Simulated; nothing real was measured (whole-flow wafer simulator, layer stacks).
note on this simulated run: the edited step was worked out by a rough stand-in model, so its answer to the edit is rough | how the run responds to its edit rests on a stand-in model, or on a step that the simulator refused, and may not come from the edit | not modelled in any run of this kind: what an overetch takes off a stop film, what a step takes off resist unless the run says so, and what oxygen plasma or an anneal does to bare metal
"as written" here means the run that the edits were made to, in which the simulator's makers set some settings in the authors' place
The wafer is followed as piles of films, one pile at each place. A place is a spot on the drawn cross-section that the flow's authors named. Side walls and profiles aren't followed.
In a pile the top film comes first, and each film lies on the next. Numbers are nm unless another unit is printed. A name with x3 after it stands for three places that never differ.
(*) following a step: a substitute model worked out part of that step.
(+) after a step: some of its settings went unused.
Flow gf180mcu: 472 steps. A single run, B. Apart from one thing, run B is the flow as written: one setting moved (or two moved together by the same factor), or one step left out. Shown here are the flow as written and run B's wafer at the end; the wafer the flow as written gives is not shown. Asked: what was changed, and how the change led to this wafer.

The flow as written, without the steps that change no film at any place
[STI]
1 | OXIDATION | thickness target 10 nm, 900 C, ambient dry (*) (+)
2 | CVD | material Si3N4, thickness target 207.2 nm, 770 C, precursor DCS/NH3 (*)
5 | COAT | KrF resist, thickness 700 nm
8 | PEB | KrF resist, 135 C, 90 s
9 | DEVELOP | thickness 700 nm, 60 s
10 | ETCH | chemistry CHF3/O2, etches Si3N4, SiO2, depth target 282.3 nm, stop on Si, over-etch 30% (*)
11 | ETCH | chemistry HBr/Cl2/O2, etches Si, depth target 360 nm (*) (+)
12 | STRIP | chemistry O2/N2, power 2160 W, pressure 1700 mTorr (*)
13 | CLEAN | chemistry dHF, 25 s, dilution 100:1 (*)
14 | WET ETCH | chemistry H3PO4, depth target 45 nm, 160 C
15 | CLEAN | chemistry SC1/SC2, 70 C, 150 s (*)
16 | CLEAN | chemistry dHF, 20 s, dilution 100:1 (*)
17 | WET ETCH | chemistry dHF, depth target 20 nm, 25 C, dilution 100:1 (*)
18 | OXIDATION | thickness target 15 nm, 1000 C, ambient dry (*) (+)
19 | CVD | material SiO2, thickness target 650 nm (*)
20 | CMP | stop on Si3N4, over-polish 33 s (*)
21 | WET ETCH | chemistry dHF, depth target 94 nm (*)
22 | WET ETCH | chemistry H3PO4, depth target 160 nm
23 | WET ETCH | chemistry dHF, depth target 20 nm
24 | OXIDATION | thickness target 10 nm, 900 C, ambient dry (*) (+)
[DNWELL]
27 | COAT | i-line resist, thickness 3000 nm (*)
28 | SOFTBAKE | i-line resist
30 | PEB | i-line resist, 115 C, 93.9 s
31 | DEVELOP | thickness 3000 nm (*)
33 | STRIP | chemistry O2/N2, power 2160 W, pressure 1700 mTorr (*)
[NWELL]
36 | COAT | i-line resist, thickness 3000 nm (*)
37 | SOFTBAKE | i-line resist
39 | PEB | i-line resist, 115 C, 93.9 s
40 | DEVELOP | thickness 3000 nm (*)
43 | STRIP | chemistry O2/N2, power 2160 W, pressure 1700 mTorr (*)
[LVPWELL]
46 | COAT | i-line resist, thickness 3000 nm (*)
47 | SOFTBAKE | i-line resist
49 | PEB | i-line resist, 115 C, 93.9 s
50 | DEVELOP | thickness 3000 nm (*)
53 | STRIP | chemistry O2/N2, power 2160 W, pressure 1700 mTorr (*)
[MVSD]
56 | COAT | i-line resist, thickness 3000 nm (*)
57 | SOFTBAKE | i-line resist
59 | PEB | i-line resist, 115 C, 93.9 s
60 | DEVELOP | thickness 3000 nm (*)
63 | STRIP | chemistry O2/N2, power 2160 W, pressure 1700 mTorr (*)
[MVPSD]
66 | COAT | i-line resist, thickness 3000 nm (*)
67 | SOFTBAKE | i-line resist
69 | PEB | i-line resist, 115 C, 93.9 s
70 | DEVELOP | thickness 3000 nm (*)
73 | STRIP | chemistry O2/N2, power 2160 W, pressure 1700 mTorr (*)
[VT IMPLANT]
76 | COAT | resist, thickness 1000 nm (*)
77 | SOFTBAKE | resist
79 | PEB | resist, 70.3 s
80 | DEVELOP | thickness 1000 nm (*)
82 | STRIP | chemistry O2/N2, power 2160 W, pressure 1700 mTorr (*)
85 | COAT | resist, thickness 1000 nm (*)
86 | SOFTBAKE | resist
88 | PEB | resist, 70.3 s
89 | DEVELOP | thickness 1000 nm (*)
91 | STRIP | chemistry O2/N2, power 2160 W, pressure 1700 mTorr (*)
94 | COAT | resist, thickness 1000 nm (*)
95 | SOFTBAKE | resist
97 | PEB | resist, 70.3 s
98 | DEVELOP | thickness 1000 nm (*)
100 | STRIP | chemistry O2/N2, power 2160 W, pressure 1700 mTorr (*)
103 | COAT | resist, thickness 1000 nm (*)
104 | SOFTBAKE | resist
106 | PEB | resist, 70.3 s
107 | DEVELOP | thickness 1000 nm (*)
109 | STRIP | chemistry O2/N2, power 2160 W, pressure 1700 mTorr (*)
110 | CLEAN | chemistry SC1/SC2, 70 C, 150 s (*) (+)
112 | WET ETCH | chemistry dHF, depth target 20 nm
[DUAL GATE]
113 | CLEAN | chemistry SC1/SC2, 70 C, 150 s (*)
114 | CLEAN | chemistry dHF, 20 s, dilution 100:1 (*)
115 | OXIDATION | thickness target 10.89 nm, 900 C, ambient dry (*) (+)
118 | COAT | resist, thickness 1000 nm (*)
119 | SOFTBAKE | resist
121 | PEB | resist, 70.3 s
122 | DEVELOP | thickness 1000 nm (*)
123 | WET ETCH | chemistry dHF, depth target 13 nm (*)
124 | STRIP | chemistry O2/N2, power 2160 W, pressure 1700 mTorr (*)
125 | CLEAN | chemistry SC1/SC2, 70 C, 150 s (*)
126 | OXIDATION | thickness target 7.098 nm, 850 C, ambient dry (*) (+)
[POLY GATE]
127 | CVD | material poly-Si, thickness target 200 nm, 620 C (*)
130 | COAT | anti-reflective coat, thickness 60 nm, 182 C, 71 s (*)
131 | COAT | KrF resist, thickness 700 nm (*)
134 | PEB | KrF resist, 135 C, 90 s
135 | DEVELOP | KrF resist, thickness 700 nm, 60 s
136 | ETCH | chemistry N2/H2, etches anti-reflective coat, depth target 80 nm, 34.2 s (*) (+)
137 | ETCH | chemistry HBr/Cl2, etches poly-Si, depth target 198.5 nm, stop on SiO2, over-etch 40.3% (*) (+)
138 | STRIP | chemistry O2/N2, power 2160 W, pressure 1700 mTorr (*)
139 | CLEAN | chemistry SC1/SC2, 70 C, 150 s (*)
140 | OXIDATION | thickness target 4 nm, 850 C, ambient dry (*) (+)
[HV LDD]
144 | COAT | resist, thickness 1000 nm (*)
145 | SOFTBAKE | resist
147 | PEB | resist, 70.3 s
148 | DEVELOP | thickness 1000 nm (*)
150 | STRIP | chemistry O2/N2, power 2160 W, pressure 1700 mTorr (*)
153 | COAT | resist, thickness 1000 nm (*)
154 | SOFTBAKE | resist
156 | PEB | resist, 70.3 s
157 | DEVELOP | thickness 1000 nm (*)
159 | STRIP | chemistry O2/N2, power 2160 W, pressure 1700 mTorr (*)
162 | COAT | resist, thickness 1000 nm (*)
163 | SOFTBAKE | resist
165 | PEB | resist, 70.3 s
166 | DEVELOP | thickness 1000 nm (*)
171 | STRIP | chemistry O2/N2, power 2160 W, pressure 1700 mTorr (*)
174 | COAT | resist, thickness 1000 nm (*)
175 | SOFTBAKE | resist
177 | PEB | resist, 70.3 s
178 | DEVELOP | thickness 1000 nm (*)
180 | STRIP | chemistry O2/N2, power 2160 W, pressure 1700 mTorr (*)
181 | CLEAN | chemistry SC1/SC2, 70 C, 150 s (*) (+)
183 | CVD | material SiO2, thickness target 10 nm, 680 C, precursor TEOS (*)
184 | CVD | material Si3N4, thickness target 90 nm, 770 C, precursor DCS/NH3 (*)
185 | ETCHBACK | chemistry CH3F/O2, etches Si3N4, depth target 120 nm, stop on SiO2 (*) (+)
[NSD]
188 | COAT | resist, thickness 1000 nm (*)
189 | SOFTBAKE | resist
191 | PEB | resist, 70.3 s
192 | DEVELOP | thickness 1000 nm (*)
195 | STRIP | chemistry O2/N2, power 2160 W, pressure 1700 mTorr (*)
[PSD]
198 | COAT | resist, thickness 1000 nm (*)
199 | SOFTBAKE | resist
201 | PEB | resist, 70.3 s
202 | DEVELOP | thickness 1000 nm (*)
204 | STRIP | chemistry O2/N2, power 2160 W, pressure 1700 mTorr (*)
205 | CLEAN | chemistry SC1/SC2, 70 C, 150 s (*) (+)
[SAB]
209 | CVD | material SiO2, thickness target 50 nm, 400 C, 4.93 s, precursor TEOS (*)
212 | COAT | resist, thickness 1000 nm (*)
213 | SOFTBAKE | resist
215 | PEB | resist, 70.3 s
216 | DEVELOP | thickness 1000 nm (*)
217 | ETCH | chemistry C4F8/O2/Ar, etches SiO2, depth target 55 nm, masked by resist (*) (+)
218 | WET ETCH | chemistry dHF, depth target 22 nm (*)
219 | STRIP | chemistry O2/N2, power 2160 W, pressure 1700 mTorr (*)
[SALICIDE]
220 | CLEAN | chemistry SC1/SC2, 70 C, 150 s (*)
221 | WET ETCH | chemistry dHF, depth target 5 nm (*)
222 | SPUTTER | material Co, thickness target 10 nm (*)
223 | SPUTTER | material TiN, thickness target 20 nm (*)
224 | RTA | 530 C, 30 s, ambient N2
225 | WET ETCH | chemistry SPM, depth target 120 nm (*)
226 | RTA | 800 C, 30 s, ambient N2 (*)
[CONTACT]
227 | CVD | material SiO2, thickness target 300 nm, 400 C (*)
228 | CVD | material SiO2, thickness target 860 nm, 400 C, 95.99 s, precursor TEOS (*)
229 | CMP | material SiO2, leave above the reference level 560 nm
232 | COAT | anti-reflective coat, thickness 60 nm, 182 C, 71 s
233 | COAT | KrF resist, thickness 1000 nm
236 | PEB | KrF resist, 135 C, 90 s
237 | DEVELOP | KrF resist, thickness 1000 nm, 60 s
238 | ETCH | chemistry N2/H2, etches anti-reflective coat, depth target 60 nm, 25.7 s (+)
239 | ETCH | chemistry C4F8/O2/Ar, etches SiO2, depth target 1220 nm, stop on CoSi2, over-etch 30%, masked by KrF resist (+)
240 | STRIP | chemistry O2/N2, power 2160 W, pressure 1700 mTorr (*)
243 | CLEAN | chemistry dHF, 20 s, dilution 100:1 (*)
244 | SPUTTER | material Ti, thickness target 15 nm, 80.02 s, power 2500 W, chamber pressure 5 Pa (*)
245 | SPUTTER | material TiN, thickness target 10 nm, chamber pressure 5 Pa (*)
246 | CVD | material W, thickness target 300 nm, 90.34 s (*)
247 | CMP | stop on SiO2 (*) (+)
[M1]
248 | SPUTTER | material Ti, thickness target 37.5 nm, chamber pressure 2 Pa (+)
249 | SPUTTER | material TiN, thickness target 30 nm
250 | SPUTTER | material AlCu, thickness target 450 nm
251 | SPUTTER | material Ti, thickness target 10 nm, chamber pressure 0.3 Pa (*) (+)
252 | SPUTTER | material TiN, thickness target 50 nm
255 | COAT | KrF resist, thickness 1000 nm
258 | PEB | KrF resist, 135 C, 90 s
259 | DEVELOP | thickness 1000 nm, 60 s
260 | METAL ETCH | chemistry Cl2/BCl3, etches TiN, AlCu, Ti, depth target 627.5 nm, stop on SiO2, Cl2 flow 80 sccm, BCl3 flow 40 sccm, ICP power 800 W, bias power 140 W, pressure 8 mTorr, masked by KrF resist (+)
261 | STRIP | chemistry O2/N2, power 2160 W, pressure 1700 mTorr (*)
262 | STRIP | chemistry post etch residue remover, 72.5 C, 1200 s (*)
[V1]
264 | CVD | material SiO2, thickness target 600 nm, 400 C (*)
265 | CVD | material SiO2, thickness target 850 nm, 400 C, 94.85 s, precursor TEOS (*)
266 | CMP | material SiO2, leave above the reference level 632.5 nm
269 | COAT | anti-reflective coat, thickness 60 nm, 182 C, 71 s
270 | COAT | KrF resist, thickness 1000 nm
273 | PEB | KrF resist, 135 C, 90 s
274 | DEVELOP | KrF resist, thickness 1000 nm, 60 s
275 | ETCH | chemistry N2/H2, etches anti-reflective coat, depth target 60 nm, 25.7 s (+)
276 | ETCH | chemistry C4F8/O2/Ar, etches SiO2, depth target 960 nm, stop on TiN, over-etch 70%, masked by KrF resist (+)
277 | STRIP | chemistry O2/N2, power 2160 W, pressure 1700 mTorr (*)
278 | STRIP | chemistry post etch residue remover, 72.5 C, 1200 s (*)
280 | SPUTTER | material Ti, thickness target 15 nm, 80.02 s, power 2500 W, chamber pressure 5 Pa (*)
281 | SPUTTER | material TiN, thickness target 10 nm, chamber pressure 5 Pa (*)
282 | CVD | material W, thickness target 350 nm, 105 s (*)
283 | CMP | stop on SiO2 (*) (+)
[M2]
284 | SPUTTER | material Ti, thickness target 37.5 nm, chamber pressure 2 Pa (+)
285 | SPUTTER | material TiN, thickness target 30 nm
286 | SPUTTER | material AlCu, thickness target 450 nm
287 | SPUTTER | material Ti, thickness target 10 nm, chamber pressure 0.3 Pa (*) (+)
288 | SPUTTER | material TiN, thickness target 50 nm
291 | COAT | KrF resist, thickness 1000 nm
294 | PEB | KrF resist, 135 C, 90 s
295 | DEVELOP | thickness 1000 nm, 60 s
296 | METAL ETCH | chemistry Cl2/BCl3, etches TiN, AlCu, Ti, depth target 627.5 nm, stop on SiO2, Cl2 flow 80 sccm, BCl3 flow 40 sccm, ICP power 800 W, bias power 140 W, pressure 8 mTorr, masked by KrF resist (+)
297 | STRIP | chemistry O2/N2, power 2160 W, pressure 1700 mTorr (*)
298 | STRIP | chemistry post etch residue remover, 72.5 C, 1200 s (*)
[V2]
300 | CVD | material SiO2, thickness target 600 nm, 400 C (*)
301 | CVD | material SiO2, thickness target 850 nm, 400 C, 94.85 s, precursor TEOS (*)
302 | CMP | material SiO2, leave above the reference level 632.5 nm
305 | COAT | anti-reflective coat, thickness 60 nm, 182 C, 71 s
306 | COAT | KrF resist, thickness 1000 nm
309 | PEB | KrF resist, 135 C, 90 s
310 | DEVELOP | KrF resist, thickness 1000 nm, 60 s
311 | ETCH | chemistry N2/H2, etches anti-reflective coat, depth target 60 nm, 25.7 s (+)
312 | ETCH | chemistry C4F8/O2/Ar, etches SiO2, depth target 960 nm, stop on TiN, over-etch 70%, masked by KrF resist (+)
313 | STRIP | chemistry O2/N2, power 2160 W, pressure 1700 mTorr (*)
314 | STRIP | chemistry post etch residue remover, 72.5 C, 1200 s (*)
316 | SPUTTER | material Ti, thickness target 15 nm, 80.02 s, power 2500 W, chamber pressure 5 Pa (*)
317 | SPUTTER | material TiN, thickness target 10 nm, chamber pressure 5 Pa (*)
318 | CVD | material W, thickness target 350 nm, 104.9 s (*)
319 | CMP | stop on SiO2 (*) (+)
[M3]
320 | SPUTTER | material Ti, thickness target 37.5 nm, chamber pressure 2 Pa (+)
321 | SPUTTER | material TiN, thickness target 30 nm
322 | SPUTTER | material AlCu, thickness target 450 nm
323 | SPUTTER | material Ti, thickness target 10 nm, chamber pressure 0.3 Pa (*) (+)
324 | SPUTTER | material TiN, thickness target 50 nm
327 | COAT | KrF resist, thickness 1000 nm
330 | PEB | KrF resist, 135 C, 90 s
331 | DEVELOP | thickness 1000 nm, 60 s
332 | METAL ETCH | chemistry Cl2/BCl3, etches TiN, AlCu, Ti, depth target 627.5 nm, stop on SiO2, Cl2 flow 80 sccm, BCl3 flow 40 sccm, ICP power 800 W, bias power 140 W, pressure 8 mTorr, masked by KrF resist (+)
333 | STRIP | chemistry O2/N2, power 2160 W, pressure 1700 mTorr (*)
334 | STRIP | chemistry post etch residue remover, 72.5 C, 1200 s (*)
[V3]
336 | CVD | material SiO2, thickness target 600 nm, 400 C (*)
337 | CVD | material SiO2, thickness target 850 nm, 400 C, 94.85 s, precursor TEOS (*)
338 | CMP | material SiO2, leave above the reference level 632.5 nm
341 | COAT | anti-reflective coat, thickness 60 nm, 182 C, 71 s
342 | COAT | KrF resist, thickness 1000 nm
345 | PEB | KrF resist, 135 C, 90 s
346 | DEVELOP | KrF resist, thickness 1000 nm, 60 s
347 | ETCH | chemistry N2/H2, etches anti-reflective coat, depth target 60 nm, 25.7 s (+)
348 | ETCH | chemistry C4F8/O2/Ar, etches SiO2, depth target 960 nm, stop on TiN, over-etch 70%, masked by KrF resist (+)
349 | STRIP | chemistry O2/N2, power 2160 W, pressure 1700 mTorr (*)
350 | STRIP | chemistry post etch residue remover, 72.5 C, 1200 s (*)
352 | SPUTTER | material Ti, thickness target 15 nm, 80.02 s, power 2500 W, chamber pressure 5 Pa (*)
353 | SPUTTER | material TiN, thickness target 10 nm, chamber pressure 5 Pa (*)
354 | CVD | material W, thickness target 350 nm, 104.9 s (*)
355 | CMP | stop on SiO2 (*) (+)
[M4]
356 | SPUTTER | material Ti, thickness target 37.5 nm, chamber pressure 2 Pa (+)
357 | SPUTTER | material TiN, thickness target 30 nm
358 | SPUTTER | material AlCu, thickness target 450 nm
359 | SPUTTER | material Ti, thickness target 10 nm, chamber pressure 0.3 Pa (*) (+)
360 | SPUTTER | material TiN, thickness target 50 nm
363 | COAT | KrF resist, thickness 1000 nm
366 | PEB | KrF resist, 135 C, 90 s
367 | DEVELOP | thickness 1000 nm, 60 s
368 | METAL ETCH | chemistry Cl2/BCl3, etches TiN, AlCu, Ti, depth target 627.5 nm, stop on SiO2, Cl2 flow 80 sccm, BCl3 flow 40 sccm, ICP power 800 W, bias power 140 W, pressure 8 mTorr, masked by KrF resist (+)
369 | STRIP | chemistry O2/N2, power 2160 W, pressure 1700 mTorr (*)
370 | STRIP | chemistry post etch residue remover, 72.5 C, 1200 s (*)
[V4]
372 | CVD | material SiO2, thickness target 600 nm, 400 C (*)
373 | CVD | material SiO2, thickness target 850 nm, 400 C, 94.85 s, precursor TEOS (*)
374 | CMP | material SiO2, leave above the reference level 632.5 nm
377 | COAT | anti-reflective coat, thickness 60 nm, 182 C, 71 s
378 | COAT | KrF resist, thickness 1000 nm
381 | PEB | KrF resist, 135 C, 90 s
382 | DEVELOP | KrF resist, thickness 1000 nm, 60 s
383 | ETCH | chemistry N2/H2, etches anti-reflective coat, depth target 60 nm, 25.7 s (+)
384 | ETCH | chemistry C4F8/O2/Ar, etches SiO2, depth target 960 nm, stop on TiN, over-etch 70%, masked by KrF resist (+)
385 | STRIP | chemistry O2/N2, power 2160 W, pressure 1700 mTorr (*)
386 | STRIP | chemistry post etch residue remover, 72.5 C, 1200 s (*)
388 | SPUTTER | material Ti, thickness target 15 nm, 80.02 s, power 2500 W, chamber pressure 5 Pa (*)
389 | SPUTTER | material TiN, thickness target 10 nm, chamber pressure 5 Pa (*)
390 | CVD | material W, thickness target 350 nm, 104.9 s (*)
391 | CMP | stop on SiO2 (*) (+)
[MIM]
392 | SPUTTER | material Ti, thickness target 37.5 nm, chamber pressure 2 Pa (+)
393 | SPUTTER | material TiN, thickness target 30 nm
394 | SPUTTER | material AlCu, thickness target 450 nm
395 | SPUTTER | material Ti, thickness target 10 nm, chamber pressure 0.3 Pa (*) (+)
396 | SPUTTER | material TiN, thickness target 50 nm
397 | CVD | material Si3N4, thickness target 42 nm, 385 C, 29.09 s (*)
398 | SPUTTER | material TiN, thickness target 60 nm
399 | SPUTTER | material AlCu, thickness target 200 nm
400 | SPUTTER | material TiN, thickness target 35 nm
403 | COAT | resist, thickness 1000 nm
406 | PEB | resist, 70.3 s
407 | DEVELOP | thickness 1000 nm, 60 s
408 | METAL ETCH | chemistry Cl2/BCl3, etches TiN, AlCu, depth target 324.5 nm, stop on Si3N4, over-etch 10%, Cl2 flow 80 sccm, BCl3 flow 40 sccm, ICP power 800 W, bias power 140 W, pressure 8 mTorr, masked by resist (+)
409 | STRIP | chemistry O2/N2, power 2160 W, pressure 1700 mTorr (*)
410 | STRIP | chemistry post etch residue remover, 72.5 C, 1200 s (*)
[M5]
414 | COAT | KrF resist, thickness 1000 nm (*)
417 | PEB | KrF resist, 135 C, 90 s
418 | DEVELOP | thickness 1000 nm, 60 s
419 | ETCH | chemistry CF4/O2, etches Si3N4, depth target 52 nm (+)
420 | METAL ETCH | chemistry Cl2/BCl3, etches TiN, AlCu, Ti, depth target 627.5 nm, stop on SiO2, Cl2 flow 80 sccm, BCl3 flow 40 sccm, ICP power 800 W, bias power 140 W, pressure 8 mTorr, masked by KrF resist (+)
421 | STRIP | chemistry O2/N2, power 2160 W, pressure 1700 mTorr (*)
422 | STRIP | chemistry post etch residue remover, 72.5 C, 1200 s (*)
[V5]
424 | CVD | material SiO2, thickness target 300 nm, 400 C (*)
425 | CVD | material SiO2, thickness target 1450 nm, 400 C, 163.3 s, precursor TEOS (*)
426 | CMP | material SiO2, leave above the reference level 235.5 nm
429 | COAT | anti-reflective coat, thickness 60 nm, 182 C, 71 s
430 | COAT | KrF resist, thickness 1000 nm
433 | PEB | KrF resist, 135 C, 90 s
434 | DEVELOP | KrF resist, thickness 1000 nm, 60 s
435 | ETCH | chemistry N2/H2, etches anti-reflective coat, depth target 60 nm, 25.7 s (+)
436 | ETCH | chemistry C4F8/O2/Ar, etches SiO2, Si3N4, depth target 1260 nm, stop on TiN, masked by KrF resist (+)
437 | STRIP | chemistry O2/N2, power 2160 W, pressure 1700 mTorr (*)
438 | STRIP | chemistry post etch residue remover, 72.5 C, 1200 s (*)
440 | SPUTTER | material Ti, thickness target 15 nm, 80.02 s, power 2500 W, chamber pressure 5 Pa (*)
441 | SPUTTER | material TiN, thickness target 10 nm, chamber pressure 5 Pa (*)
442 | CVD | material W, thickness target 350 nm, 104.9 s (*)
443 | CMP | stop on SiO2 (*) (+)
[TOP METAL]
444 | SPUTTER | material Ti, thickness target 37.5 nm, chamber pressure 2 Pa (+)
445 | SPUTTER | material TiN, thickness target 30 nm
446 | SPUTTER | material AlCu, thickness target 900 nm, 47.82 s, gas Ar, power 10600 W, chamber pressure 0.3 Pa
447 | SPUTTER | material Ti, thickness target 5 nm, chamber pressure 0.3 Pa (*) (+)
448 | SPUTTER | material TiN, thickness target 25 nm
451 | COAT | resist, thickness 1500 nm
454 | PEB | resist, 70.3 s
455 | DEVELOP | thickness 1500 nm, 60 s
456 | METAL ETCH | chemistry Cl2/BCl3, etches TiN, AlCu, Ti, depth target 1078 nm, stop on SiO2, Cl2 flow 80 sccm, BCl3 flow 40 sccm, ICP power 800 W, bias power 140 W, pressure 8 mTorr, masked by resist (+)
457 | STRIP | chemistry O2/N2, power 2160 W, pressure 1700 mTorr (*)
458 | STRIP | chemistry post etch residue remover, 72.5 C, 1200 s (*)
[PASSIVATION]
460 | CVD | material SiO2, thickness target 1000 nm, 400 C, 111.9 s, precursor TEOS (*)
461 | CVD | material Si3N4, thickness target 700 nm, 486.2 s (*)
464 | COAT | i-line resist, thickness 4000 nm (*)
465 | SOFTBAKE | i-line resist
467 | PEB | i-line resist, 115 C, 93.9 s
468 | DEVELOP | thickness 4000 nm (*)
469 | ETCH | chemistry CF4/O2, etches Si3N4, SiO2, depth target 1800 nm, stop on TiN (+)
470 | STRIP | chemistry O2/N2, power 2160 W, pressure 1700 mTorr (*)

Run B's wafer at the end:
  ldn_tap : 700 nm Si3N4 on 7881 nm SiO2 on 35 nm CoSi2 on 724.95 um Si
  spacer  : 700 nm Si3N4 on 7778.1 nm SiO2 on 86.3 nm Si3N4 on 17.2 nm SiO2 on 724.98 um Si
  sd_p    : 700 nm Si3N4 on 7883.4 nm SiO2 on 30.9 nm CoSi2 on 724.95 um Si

Cause: step 209, CVD: thickness target 68 nm was run, while the flow as written has thickness target 50 nm; step 209, CVD: 6.705 s was run, where the flow has 4.93 s.

How this came from the change, step by step:
  209 | CVD | material SiO2, thickness target 50 nm, 400 C, 4.93 s, precursor TEOS (*)
      field, field__w7, field__w8 and 73 more: +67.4 SiO2 (in the flow as written it would be: +50 SiO2)
      field_sub, field_sub__w2, ld_drn_n, ld_sd_p: +65.8 SiO2 (in the flow as written it would be: +48.8 SiO2)
      (as well as at 29 more places)
  217 | ETCH | chemistry C4F8/O2/Ar, etches SiO2, depth target 55 nm, masked by resist (*) (+)
      spacer: -55 SiO2 (in the flow as written it would be: -50 SiO2 (all of it), -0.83 Si3N4)
  218 | WET ETCH | chemistry dHF, depth target 22 nm (*)
      ldn_tap, ldn_src, ldn_drn, ldp_tap, ldp_src, ldp_drn, ldp_gr: -33 SiO2 (in the flow as written it would be: -16 SiO2 (all of it))
      spacer: -12.4 SiO2 (all of it), -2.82 Si3N4 (in the flow as written it would be: -2.46 Si3N4)
      (as well as at 92 more places)
  219 | STRIP | chemistry O2/N2, power 2160 W, pressure 1700 mTorr (*)
      ldn_tap, ldn_src, ldn_drn, ldp_tap, ldp_src, ldp_drn, ldp_gr: nothing (in the flow as written it would be: +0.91 chemical SiO2 (new film), -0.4 Si)
  221 | WET ETCH | chemistry dHF, depth target 5 nm (*)
      ldn_tap, ldn_src, ldn_drn, ldp_tap, ldp_src, ldp_drn, ldp_gr: nothing (in the flow as written it would be: -0.76 chemical SiO2 (all of it))
  223 | SPUTTER | material TiN, thickness target 20 nm (*)
      field__w12: +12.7 TiN (new film) (in the flow as written it would be: +12 TiN (new film))
      sd_p: +17.3 TiN (new film) (in the flow as written it would be: +17.9 TiN (new film))
      (as well as at 1 more place)
  224 | RTA | 530 C, 30 s, ambient N2
      sd_p: under 1 film: +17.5 CoSi (new film), -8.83 Co (all of it), -16 Si (in the flow as written it would be: under 1 film: +18.1 CoSi (new film), -9.09 Co (all of it), -16.5 Si)
  225 | WET ETCH | chemistry SPM, depth target 120 nm (*)
      field__w12: -12.7 TiN (all of it), -6.43 Co (all of it) (in the flow as written it would be: -12 TiN (all of it), -6.15 Co (all of it))
      sd_p: -17.3 TiN (all of it) (in the flow as written it would be: -17.9 TiN (all of it))
      (as well as at 1 more place)
  226 | RTA | 800 C, 30 s, ambient N2 (*)
      sd_p: +30.9 CoSi2 (new film), -17.5 CoSi (all of it), -16 Si (in the flow as written it would be: +31.8 CoSi2 (new film), -18.1 CoSi (all of it), -16.5 Si)
  229 | CMP | material SiO2, leave above the reference level 560 nm
      ldn_sep__w1, ldn_sep__w2, ldn_dft and 8 more: -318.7 SiO2 (in the flow as written it would be: -311 SiO2)
      sti, mim_1p0, pad, dice_street, iso_nw_fld, iso_fld_sub: -304.5 SiO2 (in the flow as written it would be: -296.8 SiO2)
      (as well as at 43 more places)
